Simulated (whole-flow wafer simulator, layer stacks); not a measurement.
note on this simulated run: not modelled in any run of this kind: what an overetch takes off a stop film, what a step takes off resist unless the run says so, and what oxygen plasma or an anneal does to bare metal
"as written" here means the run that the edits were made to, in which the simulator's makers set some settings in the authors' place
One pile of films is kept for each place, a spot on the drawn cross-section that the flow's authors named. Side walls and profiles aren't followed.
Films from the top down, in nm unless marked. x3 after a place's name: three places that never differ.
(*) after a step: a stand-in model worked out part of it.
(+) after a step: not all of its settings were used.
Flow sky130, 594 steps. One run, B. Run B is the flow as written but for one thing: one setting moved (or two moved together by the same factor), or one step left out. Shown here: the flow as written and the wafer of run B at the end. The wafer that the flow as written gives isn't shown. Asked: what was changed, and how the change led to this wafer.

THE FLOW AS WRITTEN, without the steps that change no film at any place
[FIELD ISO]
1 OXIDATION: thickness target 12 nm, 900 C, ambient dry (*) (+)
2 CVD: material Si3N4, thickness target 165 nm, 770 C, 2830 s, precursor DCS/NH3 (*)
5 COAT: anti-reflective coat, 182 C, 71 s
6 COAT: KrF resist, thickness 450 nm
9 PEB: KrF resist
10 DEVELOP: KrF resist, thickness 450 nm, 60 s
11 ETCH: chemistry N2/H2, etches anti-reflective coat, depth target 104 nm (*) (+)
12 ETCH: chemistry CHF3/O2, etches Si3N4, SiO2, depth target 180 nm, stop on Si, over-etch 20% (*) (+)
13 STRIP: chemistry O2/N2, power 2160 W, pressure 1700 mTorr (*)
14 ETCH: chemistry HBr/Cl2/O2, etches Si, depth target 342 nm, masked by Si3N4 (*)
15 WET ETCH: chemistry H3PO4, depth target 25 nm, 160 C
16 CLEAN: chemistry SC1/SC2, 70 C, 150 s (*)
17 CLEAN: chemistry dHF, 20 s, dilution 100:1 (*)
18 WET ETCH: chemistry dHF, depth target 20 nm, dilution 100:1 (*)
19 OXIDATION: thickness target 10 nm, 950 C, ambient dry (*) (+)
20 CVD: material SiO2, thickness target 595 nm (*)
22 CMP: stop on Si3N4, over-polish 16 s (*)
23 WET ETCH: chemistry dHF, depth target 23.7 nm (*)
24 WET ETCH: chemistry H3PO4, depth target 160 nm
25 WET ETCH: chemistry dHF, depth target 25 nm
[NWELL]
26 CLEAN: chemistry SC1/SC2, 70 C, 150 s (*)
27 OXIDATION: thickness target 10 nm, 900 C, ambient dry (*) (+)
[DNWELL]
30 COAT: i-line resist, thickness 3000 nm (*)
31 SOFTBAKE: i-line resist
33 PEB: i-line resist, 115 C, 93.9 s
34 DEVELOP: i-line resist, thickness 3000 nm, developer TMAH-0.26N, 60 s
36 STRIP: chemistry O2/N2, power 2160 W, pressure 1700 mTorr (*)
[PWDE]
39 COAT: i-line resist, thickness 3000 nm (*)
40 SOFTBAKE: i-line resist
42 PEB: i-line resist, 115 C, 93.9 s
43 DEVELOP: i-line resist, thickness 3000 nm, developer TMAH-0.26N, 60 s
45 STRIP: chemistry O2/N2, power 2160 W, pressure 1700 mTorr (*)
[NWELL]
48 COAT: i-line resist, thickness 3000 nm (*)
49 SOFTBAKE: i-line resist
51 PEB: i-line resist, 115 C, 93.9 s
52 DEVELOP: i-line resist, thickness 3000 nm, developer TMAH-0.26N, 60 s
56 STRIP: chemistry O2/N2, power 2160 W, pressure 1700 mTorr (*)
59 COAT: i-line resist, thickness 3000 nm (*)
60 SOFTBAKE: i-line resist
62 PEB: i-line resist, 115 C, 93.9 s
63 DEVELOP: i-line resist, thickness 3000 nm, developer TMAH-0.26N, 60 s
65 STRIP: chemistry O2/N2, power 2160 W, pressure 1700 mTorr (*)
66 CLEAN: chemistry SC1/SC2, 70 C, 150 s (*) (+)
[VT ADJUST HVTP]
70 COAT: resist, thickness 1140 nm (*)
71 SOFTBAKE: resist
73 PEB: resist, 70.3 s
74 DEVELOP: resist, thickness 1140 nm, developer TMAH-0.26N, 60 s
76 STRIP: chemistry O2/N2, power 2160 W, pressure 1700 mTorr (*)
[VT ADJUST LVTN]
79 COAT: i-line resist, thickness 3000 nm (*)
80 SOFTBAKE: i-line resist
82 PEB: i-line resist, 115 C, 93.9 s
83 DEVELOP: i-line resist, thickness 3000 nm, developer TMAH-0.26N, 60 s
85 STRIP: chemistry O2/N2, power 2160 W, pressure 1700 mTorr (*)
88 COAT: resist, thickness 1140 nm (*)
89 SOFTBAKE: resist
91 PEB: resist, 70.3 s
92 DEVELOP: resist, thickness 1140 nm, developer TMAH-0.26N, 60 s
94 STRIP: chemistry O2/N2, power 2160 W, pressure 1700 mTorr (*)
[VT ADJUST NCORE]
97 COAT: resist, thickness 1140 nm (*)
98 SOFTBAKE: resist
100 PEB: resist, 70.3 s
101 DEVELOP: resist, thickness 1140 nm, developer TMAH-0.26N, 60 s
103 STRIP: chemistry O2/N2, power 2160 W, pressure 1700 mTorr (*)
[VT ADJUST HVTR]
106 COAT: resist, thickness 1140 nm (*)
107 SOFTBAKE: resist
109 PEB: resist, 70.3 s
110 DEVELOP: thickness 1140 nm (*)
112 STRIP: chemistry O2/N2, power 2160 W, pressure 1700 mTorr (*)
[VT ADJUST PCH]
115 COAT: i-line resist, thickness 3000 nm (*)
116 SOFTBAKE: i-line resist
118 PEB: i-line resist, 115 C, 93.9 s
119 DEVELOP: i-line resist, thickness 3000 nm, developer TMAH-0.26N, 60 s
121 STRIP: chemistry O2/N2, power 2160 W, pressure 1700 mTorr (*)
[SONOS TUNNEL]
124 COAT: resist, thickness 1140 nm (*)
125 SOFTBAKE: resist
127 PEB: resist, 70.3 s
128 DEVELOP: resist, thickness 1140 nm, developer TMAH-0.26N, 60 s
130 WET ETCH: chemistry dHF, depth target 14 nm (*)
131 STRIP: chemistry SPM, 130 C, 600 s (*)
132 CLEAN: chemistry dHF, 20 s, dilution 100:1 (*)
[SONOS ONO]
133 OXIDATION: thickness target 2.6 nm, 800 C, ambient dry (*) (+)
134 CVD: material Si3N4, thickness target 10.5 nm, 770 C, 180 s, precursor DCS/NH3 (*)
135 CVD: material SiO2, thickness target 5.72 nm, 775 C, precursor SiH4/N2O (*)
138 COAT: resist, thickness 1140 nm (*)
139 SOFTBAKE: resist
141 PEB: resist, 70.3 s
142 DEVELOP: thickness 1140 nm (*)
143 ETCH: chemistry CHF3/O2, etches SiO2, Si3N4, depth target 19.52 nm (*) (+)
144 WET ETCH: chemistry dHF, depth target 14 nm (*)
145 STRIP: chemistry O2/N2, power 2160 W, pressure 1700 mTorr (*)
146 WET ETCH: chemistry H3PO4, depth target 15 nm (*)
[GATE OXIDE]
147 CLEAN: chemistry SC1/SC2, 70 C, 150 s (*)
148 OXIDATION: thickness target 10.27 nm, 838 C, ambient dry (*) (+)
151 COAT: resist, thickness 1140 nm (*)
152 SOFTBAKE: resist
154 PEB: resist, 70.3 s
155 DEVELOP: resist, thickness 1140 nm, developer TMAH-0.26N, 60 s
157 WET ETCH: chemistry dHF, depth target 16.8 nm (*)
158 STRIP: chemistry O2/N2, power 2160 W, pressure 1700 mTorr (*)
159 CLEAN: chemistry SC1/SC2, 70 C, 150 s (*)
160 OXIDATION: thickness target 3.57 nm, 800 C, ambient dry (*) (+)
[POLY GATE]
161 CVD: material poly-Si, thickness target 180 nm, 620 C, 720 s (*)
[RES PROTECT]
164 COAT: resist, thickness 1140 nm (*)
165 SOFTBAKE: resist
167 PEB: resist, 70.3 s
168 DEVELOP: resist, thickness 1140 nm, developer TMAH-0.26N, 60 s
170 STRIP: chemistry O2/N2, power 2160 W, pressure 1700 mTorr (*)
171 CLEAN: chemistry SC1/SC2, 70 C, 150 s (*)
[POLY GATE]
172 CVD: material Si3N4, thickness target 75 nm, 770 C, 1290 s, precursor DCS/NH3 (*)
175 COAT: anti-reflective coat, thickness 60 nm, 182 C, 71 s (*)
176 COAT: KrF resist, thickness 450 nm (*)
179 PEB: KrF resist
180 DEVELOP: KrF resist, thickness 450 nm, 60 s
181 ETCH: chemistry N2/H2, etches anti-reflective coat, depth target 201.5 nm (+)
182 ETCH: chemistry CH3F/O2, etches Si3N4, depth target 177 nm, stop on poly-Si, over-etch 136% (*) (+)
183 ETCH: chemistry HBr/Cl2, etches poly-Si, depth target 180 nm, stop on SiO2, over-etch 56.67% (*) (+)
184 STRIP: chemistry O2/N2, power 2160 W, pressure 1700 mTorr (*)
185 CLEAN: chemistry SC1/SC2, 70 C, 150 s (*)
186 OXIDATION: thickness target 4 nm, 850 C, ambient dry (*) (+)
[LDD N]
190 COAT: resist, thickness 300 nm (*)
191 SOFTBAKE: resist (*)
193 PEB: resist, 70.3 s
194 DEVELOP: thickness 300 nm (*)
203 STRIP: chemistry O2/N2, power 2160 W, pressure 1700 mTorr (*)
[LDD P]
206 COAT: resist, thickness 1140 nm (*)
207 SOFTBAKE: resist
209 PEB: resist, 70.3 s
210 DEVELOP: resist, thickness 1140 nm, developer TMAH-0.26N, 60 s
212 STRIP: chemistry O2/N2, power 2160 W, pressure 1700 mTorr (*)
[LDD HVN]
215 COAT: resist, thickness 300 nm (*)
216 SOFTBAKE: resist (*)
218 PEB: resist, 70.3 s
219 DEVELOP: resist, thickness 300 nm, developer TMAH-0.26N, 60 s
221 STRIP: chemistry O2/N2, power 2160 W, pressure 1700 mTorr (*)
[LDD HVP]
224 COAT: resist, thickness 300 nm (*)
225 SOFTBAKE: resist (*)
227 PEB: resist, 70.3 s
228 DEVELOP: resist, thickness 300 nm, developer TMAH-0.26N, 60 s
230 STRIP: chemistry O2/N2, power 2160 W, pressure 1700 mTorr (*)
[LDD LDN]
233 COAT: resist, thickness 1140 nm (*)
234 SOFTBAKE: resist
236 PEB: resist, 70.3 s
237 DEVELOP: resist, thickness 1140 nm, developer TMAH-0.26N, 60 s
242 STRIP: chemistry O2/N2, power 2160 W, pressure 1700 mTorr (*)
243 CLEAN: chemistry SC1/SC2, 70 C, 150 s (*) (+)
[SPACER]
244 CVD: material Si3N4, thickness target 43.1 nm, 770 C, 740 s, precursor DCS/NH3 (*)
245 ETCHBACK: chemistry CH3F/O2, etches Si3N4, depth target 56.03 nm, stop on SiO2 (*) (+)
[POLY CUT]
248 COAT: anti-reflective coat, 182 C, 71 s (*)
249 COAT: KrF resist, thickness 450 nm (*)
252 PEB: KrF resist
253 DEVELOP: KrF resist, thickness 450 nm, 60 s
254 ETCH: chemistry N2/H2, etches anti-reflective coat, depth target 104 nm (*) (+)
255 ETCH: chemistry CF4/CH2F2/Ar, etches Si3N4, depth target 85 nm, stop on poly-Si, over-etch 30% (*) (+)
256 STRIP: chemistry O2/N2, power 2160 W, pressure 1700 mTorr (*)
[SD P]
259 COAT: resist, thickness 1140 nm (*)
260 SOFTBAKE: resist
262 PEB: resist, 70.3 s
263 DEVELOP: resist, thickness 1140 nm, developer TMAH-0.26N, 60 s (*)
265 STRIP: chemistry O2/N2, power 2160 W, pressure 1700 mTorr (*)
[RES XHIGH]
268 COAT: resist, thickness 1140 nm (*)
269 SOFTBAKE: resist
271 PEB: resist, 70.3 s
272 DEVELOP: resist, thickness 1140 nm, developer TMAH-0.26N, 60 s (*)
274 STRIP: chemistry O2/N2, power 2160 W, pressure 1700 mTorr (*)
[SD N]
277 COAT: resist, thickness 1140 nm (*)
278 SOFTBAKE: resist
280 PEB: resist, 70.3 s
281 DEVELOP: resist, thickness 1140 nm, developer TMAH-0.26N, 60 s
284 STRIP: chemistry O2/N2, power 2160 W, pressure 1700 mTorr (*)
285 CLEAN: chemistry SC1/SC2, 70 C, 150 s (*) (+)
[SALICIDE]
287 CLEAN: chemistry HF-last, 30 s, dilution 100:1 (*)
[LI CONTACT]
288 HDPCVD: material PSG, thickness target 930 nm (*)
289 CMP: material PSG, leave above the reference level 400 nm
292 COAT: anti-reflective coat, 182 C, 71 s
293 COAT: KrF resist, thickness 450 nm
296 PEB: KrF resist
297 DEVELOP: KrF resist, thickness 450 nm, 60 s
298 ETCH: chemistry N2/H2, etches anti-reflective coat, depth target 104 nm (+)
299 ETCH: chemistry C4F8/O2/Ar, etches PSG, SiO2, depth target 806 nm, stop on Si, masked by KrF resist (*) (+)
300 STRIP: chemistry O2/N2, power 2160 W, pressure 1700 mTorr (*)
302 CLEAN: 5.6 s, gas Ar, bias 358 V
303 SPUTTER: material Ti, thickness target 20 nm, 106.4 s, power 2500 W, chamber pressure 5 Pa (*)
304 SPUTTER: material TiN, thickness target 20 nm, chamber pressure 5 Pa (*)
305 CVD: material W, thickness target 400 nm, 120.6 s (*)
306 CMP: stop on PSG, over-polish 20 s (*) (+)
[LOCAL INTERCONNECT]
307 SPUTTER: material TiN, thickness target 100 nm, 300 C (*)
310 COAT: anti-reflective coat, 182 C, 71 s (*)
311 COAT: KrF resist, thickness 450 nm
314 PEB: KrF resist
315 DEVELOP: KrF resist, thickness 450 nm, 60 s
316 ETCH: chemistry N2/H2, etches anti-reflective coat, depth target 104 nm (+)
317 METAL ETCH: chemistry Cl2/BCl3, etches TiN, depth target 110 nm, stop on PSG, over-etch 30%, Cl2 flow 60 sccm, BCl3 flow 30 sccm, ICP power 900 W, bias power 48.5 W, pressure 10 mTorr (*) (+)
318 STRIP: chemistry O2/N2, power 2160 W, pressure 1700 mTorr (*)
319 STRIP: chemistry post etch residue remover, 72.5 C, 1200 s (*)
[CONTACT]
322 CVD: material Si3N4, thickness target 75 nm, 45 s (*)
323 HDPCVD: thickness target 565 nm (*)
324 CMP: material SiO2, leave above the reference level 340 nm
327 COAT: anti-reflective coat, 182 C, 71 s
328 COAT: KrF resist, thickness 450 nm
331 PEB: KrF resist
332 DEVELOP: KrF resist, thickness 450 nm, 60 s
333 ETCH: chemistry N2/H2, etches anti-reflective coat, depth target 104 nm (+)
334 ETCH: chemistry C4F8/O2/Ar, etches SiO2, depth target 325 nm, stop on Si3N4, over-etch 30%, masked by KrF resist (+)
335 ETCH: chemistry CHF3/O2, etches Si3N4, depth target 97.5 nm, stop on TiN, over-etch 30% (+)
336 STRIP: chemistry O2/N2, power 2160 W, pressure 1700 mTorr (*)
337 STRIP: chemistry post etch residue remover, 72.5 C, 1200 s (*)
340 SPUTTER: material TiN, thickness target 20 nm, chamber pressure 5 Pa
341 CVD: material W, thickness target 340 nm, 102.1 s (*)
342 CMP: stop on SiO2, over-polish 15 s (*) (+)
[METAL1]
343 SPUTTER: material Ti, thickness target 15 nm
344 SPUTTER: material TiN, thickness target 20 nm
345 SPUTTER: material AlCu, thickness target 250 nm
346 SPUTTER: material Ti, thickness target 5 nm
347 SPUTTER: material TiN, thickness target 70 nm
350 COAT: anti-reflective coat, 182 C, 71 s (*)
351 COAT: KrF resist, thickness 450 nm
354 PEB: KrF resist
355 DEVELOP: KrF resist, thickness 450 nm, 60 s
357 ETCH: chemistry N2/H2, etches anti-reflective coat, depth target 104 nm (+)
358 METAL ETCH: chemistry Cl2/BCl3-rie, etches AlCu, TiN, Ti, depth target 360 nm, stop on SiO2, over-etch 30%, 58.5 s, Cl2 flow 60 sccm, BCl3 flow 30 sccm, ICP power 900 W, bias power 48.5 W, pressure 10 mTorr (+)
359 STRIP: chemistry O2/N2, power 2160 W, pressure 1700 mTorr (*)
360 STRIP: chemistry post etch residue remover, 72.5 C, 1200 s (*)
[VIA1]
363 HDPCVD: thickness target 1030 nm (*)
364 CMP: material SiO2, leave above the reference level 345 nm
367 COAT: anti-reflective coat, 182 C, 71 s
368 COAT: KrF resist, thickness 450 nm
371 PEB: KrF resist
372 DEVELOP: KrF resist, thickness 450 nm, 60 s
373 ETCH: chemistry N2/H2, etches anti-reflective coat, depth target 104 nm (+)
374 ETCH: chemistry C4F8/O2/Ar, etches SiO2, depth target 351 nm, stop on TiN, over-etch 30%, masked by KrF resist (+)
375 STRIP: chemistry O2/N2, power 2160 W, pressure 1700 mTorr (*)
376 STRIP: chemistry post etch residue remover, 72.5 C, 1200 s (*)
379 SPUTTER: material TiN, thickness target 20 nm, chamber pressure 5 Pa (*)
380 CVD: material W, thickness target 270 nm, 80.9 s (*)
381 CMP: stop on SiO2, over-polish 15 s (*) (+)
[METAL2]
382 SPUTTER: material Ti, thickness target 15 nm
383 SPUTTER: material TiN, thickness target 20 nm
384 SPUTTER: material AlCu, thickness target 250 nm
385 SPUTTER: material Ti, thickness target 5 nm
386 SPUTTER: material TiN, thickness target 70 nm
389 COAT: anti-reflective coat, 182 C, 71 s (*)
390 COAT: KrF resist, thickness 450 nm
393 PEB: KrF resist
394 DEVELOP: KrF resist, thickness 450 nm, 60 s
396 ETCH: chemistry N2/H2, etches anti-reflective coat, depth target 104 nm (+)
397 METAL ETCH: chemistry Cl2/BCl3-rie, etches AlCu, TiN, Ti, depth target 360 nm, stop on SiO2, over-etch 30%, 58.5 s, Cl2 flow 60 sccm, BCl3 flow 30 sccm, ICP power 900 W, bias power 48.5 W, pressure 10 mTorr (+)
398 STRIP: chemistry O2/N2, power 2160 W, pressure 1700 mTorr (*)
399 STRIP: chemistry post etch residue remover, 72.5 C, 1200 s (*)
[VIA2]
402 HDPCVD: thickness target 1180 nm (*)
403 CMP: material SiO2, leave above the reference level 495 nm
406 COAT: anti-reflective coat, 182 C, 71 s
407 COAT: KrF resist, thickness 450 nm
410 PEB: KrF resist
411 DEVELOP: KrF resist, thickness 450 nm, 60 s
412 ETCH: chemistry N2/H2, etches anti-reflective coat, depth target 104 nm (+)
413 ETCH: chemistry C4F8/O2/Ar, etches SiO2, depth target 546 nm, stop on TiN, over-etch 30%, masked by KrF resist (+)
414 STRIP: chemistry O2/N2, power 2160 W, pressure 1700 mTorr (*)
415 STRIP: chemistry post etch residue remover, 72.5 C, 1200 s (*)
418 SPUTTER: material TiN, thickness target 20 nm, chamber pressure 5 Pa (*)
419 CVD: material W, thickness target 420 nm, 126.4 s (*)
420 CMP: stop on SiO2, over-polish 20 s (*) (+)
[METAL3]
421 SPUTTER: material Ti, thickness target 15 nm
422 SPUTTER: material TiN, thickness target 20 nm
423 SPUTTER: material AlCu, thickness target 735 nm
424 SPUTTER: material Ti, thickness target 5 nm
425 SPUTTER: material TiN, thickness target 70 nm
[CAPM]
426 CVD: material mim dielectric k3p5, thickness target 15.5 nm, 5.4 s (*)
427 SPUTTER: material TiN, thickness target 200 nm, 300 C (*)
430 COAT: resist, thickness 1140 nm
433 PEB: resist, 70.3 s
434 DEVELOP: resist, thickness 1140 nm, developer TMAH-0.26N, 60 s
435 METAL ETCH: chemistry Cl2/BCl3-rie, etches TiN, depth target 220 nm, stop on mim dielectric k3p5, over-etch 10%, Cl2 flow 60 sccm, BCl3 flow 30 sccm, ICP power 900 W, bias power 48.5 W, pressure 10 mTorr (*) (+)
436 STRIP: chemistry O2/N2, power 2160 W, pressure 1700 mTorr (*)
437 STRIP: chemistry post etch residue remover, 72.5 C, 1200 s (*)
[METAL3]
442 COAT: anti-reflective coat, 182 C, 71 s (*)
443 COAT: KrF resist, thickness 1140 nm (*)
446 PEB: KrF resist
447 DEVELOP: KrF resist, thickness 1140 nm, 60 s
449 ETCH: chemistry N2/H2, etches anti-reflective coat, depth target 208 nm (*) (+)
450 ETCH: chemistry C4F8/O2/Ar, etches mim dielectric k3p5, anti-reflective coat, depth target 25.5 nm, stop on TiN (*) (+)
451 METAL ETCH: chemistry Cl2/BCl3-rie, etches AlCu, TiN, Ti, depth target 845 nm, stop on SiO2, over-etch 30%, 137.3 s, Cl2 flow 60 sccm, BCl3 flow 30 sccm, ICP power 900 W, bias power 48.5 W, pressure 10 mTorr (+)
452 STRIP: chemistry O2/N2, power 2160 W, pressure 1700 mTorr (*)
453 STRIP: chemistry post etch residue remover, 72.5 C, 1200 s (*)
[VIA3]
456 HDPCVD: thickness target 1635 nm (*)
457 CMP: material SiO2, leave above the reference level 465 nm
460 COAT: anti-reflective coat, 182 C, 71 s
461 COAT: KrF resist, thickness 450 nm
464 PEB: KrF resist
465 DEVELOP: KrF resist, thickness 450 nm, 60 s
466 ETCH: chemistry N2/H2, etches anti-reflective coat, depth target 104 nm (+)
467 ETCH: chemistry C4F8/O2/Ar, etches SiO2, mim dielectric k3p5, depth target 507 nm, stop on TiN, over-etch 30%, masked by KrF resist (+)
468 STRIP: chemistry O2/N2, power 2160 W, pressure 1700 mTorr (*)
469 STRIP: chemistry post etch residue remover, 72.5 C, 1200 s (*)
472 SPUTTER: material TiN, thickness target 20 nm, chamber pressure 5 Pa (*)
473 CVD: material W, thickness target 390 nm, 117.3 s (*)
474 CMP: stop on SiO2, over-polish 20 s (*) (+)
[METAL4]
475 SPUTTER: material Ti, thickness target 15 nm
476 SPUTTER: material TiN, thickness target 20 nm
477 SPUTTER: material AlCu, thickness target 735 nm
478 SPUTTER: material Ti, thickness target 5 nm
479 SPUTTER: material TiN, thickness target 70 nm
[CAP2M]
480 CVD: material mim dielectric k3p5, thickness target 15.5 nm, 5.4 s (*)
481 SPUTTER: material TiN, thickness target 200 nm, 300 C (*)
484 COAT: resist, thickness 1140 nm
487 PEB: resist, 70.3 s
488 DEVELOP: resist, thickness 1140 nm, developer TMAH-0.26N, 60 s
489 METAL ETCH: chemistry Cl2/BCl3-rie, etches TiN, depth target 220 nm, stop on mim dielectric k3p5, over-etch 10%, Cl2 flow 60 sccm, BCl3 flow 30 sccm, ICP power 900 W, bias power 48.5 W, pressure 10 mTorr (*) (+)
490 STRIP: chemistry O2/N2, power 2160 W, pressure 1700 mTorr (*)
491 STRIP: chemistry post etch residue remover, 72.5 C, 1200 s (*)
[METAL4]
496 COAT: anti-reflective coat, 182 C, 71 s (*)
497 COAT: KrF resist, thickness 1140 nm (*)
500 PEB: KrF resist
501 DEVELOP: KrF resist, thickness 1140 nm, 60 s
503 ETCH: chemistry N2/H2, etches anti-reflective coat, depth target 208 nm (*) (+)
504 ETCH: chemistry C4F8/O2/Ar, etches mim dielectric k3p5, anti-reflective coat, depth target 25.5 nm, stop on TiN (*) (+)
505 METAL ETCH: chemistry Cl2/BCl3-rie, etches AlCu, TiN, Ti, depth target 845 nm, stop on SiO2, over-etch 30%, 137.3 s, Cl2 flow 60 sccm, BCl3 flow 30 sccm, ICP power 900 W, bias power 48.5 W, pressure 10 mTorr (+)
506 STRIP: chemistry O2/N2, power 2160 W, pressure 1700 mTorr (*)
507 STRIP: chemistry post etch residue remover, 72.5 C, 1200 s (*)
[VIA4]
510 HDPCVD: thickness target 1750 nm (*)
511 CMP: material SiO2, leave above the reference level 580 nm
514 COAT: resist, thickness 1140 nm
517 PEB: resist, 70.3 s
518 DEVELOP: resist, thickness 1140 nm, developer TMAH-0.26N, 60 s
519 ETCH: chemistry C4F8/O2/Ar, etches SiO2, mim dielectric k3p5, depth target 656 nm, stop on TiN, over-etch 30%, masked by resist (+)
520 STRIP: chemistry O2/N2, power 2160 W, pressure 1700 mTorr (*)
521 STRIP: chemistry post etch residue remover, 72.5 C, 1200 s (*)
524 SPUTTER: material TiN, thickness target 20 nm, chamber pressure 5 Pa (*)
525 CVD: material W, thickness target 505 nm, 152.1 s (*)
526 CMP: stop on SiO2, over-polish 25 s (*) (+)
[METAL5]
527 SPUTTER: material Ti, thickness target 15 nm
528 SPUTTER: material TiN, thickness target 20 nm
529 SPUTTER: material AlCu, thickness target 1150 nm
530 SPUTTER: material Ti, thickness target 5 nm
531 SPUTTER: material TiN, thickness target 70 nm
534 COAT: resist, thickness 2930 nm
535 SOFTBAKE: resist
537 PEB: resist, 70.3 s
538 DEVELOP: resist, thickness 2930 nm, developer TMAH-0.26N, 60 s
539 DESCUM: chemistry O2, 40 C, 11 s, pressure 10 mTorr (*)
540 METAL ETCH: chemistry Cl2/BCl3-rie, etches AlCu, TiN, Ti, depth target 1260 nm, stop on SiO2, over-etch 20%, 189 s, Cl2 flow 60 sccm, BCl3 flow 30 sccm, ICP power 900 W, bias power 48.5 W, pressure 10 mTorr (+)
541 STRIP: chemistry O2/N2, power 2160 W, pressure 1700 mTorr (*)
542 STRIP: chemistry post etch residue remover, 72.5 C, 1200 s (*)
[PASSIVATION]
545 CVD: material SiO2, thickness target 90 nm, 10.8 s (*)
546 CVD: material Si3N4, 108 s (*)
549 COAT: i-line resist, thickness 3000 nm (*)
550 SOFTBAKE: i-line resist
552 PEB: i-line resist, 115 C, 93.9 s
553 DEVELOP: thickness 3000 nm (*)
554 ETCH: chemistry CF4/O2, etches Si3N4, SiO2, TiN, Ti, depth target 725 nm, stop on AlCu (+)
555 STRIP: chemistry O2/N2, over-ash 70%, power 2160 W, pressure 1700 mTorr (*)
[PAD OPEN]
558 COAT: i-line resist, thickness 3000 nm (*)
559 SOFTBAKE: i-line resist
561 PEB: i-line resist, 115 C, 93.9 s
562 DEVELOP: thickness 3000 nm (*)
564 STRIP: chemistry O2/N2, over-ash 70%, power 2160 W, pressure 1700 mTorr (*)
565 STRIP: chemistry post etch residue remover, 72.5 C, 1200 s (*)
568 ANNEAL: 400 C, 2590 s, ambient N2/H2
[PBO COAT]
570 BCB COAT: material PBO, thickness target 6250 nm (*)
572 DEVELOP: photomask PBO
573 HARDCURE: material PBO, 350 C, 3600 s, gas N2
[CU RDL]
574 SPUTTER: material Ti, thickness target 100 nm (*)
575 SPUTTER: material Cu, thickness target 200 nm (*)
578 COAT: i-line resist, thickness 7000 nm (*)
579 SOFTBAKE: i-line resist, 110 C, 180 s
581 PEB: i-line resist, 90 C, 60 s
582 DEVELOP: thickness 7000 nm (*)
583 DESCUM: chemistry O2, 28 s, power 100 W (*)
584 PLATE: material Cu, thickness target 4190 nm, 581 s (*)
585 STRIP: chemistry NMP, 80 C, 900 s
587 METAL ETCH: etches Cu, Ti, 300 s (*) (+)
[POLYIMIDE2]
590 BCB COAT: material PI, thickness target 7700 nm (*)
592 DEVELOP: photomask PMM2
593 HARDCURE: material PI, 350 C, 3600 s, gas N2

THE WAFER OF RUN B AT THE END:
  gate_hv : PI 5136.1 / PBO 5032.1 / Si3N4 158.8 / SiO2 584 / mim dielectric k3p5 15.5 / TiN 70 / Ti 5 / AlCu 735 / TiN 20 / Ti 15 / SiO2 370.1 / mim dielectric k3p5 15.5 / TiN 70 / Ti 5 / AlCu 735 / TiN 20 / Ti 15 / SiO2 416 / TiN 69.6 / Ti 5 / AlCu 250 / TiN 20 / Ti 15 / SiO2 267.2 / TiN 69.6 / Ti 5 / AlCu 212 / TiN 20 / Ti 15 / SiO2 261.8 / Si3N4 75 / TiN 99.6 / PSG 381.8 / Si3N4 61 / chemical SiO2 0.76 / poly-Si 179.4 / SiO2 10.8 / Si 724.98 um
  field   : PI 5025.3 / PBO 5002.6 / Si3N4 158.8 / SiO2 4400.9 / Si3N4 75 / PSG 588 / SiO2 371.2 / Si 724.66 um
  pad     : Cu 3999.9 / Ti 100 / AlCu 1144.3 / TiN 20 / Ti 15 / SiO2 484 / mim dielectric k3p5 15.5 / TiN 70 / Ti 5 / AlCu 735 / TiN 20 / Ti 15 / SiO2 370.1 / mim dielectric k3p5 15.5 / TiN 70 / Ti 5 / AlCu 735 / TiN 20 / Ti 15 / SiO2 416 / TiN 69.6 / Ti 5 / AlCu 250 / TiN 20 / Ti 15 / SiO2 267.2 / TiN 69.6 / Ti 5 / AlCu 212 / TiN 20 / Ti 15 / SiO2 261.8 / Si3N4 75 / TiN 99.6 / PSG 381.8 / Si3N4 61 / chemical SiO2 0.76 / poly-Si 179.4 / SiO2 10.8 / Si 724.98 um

The cause: step 345, SPUTTER: thickness target 212 nm was run, where the flow has thickness target 250 nm.
It can be read off the wafer: gate_hv has AlCu 212, and step 345 as written asks for 250 nm.

How the change led to this, step by step:
  345 SPUTTER: material AlCu, thickness target 250 nm
      field, active, n_well and 188 more: AlCu +212 (new film) (as written it would be: AlCu +250 (new film))
  358 METAL ETCH: chemistry Cl2/BCl3-rie, etches AlCu, TiN, Ti, depth target 360 nm, stop on SiO2, over-etch 30%, 58.5 s, Cl2 flow 60 sccm, BCl3 flow 30 sccm, ICP power 900 W, bias power 48.5 W, pressure 10 mTorr (+)
      field, active, gate and 81 more: TiN -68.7 (all of it), Ti -5 (all of it), AlCu -212 (all of it), TiN -20 (all of it), Ti -15 (all of it), SiO2 -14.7 (as written it would be: TiN -68.7 (all of it), Ti -5 (all of it), AlCu -250 (all of it), TiN -20 (all of it), Ti -15 (all of it), SiO2 -10.9)
  364 CMP: material SiO2, leave above the reference level 345 nm
      field, active, gate and 81 more: SiO2 -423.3 (as written it would be: SiO2 -389.1)
